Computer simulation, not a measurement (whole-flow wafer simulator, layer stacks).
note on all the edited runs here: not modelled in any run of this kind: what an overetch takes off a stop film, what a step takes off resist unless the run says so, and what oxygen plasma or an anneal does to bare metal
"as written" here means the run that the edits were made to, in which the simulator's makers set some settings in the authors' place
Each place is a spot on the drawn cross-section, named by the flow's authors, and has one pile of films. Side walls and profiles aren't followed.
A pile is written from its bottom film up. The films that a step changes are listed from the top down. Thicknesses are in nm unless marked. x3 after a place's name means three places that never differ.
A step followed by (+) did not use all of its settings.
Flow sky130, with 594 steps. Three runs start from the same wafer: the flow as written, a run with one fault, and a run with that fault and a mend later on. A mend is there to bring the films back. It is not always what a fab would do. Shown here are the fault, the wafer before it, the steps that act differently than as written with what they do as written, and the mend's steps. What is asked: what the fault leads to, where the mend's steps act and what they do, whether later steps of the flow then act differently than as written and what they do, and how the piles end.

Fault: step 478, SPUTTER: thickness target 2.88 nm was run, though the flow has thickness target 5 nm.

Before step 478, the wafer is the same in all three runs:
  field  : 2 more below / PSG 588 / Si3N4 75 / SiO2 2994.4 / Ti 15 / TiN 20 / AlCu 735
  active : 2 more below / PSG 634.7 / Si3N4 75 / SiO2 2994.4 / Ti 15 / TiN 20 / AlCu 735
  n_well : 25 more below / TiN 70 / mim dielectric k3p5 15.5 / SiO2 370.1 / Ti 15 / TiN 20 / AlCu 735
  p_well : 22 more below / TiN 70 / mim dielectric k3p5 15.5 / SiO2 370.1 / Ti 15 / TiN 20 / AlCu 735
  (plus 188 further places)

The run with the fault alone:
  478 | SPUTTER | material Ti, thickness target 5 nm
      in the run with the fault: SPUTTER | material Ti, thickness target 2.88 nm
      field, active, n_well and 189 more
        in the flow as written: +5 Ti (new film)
        in the run with the fault: +2.88 Ti (new film)
  Steps later in the flow that act otherwise than as written (not shown: 9 more steps that differ only slightly, by at most 2% or 0.5 nm, whichever is larger):
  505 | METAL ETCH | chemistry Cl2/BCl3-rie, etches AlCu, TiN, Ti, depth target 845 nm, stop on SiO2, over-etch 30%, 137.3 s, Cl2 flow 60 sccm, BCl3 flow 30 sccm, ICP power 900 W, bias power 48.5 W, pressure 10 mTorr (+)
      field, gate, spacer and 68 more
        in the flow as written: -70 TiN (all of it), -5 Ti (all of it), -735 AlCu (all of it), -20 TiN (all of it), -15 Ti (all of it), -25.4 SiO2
        in the run with the fault: -70 TiN (all of it), -2.88 Ti (all of it), -735 AlCu (all of it), -20 TiN (all of it), -15 Ti (all of it), -25.6 SiO2
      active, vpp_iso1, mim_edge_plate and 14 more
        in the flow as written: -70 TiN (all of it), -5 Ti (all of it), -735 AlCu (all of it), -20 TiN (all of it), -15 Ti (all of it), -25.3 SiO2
        in the run with the fault: -70 TiN (all of it), -2.88 Ti (all of it), -735 AlCu (all of it), -20 TiN (all of it), -15 Ti (all of it), -25.6 SiO2
  The piles end different from the flow's at n_well, p_well, gate_hv and 102 more by more than 2% or 0.5 nm, whichever is larger.
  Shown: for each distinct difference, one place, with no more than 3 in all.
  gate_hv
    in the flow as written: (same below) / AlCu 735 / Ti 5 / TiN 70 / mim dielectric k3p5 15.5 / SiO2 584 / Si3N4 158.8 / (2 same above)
    in the run with the fault: (same below) / AlCu 735 / Ti 2.88 / TiN 70 / mim dielectric k3p5 15.5 / SiO2 586.1 / Si3N4 158.8 / (2 same above)
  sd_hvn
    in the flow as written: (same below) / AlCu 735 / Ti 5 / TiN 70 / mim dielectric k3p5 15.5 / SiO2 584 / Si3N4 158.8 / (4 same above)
    in the run with the fault: (same below) / AlCu 735 / Ti 2.88 / TiN 70 / mim dielectric k3p5 15.5 / SiO2 586.1 / Si3N4 158.8 / (4 same above)
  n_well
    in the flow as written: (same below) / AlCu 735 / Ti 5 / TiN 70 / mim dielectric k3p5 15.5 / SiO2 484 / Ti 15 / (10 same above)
    in the run with the fault: (same below) / AlCu 735 / Ti 2.88 / TiN 70 / mim dielectric k3p5 15.5 / SiO2 486.1 / Ti 15 / (10 same above)

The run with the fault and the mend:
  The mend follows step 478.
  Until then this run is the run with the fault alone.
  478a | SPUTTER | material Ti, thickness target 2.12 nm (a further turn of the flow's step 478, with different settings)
      field, active, n_well and 189 more
        +2.12 Ti
  Every later step of the flow that is run acts as written at every place that is followed.
  At every place that both follow, the piles at the end match the flow's.
